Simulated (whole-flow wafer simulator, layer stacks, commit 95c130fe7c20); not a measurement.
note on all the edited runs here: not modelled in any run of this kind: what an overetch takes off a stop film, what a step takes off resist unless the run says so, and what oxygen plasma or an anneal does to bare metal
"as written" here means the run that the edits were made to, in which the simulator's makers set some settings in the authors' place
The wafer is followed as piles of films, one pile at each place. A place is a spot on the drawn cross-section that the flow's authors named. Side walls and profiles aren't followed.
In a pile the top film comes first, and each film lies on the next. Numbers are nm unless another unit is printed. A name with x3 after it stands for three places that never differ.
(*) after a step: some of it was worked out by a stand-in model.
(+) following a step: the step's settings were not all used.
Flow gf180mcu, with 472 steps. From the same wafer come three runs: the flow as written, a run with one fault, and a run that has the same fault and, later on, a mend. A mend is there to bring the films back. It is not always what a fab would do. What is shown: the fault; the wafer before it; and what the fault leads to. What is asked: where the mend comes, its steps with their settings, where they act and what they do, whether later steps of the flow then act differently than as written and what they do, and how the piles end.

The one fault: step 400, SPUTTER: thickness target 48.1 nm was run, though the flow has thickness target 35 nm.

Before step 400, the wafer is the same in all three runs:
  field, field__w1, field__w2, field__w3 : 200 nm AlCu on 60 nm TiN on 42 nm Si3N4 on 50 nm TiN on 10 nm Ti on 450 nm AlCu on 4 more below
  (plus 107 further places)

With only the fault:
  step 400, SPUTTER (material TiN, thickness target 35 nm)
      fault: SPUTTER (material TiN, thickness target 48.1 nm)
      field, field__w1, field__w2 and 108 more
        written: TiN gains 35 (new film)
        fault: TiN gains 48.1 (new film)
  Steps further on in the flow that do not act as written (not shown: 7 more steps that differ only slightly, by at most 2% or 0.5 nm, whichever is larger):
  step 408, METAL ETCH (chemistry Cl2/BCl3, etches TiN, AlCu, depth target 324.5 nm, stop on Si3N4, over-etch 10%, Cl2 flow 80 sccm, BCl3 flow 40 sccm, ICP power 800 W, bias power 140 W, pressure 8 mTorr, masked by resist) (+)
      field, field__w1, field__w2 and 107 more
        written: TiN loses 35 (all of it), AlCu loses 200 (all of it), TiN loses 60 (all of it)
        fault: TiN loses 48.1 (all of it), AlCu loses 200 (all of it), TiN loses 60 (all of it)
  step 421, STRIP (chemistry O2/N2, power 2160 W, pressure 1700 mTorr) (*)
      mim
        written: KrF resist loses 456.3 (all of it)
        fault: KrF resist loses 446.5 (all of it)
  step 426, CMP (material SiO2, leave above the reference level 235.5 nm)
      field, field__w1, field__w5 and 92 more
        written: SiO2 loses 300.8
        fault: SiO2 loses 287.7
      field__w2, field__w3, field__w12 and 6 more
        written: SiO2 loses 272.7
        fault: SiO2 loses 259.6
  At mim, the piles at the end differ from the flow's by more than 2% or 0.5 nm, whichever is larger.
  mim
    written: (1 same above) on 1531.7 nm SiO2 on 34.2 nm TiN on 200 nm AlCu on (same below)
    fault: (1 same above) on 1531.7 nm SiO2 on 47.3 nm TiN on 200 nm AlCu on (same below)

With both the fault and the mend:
  The mend stands after step 407.
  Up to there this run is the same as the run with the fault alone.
  step 407a, STRIP (chemistry O2/N2, power 2160 W, pressure 1700 mTorr) (*)
      mim
        resist loses 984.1 (all of it)
  step 407b, METAL ETCH (chemistry Cl2/BCl3, etches TiN, AlCu, Ti, depth target 13.1 nm, Cl2 flow 80 sccm, BCl3 flow 40 sccm, ICP power 800 W, bias power 140 W, pressure 8 mTorr) (the flow's step 260 again, with other settings)
      field, field__w1, field__w2 and 108 more
        TiN loses 13.1
  step 407c, HMDS (120 C, 60 s) (the flow's step 402 again)
      leaves every film unchanged at each place that is followed
  step 407d, COAT (resist, thickness 1000 nm) (the flow's step 403 again)
      field, field__w1, field__w2 and 108 more
        resist gains 1000 (new film)
  step 407e, SOFTBAKE (resist) (the flow's step 404 again)
      leaves every film unchanged at each place that is followed
  step 407f, EXPOSE (photomask FuseTop) (the flow's step 405 again)
      leaves every film unchanged at each place that is followed
  step 407g, PEB (resist, 70.3 s) (the flow's step 406 again)
      field, field__w1, field__w2 and 108 more
        resist loses 15.9
  step 407h, DEVELOP (thickness 1000 nm, 60 s) (the flow's step 407 again)
      field, field__w1, field__w2 and 107 more
        resist loses 984.1 (all of it)
  None of the later steps of the flow acts differently than as written at any place that is followed.
  At every place that both follow, the piles at the end match the flow's.
